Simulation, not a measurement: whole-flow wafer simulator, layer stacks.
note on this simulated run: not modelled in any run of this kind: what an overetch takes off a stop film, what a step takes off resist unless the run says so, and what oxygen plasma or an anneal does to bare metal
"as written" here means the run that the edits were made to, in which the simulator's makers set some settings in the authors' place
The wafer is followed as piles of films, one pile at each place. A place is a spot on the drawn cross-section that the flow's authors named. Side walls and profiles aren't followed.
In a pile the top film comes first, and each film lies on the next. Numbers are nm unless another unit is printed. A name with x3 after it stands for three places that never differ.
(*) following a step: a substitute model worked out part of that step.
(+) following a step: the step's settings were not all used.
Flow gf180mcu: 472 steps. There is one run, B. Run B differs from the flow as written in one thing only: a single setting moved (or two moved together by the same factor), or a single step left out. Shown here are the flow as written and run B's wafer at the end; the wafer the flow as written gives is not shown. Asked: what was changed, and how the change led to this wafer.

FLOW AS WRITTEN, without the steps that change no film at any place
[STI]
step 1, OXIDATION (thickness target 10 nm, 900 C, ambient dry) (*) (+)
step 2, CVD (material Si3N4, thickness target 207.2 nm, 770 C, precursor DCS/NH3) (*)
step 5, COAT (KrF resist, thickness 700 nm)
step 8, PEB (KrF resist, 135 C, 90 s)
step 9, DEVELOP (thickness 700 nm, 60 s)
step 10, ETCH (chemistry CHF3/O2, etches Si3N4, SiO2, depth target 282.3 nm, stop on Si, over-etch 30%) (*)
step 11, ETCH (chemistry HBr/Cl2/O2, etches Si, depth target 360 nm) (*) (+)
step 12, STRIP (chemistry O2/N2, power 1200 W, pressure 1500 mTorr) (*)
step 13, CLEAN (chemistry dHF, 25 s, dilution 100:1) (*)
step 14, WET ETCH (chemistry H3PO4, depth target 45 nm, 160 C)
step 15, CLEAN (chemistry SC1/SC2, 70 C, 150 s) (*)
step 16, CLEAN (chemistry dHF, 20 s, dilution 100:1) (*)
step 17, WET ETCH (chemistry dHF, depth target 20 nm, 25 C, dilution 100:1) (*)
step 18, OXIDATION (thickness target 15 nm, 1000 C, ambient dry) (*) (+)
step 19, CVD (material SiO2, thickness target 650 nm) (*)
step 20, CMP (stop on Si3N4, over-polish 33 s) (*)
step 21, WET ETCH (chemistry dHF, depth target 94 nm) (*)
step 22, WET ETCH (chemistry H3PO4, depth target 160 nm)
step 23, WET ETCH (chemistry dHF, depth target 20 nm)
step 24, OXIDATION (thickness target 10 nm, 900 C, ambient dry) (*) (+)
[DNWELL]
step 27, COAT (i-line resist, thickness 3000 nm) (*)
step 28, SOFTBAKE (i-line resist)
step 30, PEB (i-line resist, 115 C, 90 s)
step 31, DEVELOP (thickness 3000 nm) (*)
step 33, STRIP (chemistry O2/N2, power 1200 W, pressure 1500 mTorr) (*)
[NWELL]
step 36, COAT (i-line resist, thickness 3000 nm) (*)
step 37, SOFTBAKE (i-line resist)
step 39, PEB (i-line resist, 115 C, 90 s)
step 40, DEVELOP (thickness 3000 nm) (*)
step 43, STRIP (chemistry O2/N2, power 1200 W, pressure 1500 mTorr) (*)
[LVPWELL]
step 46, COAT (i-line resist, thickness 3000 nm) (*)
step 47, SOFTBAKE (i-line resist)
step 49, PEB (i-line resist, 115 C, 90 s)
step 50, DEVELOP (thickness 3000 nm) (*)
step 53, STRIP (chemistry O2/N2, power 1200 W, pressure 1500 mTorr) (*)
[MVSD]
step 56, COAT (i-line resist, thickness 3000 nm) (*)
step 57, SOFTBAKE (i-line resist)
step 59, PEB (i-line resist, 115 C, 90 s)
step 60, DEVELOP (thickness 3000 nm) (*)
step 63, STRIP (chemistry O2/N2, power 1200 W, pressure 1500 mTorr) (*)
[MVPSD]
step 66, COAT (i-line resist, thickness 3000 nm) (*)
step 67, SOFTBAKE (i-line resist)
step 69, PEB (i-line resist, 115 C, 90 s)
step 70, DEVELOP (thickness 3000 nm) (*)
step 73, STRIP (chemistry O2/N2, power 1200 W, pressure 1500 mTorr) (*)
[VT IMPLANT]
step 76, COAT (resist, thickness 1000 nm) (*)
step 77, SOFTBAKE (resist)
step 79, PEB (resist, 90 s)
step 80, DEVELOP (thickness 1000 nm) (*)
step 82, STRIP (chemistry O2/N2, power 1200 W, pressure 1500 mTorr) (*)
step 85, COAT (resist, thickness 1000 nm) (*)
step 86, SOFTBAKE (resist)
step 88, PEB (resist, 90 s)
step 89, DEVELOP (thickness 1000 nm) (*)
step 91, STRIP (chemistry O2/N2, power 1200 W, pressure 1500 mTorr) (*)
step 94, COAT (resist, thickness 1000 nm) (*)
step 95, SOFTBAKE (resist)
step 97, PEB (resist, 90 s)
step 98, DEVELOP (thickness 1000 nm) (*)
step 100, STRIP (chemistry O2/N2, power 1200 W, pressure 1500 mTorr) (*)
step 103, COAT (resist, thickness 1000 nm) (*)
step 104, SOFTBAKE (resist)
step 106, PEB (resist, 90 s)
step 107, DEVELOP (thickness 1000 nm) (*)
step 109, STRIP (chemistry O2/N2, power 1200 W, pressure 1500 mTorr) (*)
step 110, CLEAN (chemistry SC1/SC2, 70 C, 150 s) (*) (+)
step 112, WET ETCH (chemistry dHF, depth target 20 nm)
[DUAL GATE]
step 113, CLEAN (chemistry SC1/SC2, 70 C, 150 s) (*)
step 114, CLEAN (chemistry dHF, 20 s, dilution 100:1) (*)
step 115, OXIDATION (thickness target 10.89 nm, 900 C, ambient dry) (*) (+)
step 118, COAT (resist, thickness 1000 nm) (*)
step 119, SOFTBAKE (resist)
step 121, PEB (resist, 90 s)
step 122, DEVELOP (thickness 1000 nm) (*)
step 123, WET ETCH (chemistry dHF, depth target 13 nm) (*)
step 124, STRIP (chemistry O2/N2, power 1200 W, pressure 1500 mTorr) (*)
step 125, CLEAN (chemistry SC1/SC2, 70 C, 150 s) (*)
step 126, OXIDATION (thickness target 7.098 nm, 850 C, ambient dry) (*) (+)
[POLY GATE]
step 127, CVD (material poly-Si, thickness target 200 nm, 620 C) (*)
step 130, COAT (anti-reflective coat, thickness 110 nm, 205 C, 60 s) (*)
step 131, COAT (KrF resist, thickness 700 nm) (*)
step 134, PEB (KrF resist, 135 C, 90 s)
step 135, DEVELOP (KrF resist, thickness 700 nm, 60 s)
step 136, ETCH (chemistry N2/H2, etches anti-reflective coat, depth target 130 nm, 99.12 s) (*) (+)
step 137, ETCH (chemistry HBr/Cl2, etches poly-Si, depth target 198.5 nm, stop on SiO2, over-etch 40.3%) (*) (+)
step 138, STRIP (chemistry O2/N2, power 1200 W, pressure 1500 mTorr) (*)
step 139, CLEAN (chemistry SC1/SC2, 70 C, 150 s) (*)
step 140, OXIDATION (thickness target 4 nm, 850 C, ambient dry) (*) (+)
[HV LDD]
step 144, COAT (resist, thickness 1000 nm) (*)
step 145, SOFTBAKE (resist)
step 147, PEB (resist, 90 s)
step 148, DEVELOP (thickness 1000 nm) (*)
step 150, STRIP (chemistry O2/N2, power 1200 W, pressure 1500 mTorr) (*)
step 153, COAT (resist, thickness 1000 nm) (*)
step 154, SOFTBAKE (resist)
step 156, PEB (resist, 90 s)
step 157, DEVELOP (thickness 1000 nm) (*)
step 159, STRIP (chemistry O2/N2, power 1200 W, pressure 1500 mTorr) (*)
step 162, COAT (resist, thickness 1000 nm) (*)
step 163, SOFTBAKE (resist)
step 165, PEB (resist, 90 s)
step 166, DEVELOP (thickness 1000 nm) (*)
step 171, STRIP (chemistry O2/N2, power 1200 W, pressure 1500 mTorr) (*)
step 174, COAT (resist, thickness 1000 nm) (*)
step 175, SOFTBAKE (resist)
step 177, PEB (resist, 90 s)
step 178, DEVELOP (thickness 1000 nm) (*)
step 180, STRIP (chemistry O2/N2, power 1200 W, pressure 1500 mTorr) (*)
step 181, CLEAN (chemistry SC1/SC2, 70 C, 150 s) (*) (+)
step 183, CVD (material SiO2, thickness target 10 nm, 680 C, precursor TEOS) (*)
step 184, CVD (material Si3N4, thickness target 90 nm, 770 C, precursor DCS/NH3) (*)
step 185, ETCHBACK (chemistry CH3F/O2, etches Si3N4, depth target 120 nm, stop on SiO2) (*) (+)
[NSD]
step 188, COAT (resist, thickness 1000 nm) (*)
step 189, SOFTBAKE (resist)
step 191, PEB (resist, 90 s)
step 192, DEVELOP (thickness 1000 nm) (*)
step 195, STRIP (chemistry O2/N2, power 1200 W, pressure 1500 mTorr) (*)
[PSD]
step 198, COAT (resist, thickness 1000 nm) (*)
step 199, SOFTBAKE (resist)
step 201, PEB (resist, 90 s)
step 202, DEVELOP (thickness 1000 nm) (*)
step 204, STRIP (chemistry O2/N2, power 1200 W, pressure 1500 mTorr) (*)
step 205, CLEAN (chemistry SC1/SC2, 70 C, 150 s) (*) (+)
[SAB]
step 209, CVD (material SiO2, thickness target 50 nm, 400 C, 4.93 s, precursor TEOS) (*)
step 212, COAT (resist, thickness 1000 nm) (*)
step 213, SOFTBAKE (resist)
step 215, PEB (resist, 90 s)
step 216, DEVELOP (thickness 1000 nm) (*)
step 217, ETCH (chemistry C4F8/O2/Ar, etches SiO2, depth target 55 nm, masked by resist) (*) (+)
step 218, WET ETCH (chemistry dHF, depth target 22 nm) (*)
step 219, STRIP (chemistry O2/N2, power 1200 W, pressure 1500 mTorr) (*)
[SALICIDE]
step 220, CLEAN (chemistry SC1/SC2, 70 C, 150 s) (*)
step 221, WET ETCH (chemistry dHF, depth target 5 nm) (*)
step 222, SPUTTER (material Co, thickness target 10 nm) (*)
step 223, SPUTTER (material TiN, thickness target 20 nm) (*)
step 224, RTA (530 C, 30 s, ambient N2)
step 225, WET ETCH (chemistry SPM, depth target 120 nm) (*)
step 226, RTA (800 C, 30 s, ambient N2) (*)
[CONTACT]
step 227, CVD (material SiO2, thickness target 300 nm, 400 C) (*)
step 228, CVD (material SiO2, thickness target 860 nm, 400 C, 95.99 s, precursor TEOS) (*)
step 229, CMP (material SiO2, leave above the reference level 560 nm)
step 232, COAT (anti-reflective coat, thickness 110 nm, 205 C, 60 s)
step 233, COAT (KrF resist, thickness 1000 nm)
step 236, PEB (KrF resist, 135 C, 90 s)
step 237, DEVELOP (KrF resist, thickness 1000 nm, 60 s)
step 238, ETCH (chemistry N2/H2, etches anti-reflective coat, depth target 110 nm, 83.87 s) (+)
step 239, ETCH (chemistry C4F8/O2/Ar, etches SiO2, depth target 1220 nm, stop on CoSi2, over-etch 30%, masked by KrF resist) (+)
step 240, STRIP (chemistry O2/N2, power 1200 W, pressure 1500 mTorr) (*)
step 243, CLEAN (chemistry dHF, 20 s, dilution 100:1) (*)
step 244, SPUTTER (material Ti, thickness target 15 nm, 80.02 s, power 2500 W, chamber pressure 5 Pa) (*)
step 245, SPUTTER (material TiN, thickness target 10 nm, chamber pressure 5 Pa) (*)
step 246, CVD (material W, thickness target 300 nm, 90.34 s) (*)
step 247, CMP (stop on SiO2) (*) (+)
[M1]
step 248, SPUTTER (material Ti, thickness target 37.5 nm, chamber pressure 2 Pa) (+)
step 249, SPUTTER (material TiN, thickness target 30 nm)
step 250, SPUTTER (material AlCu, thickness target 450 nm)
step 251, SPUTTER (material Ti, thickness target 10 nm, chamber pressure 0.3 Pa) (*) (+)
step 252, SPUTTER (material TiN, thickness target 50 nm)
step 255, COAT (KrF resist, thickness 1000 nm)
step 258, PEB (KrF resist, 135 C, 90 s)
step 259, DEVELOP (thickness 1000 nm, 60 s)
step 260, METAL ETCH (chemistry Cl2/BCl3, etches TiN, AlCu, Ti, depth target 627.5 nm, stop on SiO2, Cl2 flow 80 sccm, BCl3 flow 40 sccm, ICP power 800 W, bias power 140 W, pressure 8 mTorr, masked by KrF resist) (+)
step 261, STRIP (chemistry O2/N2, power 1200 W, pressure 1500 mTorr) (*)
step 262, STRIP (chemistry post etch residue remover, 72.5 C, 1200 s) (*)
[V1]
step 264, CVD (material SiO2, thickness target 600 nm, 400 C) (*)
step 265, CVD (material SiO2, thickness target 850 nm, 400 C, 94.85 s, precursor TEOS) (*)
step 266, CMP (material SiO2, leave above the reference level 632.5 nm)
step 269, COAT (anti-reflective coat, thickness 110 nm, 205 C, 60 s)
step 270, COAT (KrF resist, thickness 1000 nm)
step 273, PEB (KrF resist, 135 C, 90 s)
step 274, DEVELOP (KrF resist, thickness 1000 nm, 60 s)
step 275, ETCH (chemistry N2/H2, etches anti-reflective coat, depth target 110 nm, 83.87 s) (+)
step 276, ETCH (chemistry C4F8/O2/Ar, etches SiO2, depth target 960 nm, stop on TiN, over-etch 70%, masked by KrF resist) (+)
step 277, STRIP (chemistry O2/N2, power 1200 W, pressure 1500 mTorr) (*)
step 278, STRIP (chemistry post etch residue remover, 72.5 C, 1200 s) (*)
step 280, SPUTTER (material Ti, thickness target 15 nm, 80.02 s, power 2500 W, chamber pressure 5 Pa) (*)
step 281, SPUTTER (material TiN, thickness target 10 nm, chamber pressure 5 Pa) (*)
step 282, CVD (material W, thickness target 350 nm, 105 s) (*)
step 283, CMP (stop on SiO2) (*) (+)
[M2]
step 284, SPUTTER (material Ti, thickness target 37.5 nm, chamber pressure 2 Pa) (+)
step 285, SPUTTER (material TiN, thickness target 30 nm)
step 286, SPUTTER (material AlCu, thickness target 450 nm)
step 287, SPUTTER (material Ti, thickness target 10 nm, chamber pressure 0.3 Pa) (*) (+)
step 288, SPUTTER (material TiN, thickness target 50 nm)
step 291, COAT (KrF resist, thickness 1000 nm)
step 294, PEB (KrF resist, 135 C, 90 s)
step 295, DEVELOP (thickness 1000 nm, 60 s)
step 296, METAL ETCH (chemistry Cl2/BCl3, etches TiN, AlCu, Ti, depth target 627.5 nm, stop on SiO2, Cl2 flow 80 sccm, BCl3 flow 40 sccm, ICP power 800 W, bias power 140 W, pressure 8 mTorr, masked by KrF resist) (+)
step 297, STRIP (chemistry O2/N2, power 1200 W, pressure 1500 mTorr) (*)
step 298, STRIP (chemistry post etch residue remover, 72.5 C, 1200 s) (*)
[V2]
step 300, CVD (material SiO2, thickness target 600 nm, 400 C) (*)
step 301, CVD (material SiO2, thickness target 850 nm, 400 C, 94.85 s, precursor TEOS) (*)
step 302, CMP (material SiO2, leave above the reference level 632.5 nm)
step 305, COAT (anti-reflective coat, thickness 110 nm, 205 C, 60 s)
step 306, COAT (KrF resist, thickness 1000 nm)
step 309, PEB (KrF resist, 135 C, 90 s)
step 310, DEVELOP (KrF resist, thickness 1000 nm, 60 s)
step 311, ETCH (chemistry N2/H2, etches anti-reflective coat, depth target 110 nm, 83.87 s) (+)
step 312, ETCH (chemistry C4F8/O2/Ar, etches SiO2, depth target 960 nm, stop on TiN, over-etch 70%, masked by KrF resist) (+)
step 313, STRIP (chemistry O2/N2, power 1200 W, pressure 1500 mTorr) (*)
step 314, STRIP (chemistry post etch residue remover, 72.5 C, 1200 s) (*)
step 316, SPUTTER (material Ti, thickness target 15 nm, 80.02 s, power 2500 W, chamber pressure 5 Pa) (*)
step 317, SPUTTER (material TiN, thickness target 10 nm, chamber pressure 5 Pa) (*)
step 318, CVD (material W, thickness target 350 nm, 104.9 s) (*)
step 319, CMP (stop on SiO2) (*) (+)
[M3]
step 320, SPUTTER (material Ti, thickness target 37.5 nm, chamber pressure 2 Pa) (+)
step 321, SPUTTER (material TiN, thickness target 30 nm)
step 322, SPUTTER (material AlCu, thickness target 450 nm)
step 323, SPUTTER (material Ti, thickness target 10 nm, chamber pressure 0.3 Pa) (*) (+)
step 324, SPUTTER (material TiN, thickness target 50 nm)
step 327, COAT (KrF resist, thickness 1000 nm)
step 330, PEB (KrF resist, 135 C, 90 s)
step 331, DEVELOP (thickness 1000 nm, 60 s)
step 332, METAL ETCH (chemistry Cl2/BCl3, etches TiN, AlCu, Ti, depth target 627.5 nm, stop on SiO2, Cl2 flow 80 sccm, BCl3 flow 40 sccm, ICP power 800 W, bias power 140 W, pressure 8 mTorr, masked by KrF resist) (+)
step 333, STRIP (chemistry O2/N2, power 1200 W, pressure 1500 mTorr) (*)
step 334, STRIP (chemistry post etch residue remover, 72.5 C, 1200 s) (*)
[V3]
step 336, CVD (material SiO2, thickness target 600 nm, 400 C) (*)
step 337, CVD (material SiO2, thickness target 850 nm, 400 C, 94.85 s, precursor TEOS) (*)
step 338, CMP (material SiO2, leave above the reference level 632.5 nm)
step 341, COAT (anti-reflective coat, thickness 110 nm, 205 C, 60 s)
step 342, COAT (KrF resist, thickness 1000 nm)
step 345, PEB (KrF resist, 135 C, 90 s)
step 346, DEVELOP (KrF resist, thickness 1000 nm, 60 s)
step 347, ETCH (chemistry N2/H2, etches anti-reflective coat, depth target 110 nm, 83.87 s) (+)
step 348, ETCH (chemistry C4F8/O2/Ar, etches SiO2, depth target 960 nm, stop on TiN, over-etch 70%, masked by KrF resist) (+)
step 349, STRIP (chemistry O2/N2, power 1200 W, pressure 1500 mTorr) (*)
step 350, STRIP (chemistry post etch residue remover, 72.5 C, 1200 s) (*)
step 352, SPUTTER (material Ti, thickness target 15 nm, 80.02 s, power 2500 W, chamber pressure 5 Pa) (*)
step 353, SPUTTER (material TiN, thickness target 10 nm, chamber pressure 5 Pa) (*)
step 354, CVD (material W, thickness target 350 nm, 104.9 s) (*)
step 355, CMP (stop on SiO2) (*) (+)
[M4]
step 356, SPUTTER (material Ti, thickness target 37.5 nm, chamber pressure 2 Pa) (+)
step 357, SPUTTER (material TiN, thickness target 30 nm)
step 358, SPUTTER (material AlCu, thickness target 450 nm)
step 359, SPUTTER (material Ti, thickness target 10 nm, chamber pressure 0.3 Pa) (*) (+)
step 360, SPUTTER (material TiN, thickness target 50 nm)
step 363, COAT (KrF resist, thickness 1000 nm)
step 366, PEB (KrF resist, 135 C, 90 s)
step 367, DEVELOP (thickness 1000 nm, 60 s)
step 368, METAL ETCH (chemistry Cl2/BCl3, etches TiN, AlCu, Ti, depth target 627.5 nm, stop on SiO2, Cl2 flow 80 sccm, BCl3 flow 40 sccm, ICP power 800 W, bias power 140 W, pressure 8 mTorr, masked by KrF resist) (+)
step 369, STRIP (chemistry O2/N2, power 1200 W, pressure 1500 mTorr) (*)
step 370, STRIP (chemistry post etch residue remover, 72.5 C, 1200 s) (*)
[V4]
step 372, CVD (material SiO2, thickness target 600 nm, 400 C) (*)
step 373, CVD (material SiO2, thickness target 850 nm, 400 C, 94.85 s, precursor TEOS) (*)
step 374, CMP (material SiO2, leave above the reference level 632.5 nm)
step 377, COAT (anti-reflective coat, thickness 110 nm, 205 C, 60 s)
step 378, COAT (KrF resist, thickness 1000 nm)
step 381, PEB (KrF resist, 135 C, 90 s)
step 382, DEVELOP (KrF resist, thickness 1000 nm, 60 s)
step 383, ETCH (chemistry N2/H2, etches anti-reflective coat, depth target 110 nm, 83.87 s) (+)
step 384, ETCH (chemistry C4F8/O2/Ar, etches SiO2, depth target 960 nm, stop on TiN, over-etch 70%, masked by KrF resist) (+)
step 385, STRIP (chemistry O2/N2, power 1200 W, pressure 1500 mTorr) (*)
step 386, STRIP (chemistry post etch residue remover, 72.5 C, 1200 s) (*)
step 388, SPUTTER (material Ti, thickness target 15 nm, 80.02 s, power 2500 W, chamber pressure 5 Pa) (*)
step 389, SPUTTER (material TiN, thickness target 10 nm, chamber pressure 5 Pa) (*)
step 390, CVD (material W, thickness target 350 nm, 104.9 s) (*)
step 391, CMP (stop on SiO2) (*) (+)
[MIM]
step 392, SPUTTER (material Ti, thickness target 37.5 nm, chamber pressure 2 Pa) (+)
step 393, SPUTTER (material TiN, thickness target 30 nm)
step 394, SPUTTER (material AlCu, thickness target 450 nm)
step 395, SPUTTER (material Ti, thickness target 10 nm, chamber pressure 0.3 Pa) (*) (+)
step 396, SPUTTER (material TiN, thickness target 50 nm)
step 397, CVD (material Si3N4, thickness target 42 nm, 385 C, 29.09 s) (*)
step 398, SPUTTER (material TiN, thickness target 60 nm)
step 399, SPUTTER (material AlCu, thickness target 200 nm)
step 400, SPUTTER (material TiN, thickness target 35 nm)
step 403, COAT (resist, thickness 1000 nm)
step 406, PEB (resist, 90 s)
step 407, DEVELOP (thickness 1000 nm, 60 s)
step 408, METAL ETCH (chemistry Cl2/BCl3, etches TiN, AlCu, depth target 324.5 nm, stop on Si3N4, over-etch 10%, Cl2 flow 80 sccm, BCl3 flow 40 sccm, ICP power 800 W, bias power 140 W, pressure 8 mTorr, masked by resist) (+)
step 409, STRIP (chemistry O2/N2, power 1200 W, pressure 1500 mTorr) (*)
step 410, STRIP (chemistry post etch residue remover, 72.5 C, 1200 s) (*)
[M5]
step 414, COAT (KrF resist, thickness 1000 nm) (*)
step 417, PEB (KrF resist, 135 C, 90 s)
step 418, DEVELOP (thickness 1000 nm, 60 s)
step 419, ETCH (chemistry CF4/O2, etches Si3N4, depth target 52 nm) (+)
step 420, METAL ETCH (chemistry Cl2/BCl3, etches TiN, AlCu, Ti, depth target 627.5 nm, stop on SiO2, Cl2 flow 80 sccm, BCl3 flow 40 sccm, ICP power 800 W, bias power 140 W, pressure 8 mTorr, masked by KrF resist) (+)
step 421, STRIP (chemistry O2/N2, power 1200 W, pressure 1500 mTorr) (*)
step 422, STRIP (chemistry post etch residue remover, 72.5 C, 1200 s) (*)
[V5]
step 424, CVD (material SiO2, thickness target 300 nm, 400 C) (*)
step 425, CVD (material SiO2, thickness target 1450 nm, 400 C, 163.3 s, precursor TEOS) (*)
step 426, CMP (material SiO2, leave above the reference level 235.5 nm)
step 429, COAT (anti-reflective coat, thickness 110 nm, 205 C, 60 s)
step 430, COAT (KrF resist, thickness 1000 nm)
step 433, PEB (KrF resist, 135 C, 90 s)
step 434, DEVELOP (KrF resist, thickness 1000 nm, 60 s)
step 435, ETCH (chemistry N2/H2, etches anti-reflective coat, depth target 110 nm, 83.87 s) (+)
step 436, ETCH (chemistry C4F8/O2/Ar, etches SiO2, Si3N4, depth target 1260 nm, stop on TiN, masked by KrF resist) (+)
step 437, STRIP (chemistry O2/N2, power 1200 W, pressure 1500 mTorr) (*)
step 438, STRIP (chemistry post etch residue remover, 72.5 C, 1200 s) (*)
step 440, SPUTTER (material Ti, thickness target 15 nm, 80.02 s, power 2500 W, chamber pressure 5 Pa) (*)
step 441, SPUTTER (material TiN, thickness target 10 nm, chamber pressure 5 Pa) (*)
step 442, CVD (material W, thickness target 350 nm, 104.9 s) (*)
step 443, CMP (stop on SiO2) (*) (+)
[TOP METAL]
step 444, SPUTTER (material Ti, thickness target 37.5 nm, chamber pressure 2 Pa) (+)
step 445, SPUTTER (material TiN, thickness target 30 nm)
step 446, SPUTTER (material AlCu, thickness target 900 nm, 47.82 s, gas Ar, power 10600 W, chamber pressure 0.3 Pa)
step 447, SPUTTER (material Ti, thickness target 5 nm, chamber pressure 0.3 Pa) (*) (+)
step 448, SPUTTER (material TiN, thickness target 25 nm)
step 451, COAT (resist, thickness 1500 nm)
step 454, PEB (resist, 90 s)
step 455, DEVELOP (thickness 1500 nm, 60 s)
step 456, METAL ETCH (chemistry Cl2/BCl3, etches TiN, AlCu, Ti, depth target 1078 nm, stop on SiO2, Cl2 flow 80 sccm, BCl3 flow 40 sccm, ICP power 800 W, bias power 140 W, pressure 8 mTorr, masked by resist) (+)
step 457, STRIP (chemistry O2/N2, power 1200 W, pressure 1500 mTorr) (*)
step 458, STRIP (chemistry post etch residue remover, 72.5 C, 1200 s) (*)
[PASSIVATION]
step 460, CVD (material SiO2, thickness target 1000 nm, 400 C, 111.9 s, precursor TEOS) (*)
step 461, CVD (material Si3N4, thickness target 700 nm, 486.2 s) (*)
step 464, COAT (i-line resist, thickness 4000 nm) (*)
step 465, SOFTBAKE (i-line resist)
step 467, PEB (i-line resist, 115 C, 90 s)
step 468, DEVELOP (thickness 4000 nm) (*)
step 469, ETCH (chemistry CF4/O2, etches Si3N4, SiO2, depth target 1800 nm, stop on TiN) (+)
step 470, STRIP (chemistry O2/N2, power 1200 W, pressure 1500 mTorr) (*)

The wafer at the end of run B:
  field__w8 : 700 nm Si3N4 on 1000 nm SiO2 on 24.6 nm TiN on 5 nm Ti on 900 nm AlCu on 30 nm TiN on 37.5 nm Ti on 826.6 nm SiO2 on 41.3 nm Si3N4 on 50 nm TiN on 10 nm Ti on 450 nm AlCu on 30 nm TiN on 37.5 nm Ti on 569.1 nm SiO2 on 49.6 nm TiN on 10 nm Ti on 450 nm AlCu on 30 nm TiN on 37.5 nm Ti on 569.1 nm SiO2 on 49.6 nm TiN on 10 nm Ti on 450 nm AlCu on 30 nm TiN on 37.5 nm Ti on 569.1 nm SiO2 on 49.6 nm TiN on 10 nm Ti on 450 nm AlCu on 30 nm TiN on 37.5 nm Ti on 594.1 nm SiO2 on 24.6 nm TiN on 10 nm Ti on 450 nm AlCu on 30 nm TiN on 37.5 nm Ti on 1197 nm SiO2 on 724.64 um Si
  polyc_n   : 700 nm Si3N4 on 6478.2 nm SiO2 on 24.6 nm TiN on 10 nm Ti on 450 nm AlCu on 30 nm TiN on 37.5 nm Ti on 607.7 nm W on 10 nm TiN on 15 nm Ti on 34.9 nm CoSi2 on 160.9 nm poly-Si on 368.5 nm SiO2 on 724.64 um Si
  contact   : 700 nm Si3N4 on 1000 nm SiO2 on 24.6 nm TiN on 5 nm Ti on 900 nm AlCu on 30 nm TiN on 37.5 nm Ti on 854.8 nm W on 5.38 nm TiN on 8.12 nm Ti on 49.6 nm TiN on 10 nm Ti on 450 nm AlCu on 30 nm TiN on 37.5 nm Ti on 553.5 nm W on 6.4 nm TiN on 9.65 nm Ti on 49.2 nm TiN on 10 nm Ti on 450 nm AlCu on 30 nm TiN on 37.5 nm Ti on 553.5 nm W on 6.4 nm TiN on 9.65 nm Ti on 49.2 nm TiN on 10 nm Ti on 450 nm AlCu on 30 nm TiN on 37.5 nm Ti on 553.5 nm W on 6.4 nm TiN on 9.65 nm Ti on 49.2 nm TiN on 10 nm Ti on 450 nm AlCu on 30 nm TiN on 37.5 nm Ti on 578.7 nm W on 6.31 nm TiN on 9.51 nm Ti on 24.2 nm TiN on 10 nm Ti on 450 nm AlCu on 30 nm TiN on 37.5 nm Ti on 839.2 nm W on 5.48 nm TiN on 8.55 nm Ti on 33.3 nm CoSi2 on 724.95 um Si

Cause: step 252, SPUTTER: thickness target 25 nm was run, whereas the flow has thickness target 50 nm.

Step by step, how the change led to this:
  step 252, SPUTTER (material TiN, thickness target 50 nm)
      field, field__w1, field__w2 and 108 more: +25 TiN (new film) (in the flow as written it would be: +50 TiN (new film))
  step 260, METAL ETCH (chemistry Cl2/BCl3, etches TiN, AlCu, Ti, depth target 627.5 nm, stop on SiO2, Cl2 flow 80 sccm, BCl3 flow 40 sccm, ICP power 800 W, bias power 140 W, pressure 8 mTorr, masked by KrF resist) (+)
      field, field__w1, field__w2 and 99 more: -25 TiN (all of it), -10 Ti (all of it), -450 AlCu (all of it), -30 TiN (all of it), -37.5 Ti (all of it) (in the flow as written it would be: -50 TiN (all of it), -10 Ti (all of it), -450 AlCu (all of it), -30 TiN (all of it), -37.5 Ti (all of it))
  step 266, CMP (material SiO2, leave above the reference level 632.5 nm)
      field__w8, contact, m1 and 6 more: -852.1 SiO2 (in the flow as written it would be: -877.1 SiO2)
  step 276, ETCH (chemistry C4F8/O2/Ar, etches SiO2, depth target 960 nm, stop on TiN, over-etch 70%, masked by KrF resist) (+)
      contact: -597.1 SiO2 (all of it) (in the flow as written it would be: -572.1 SiO2 (all of it))
  step 282, CVD (material W, thickness target 350 nm, 105 s) (*)
      contact: +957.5 W (new film) (in the flow as written it would be: +932.3 W (new film))
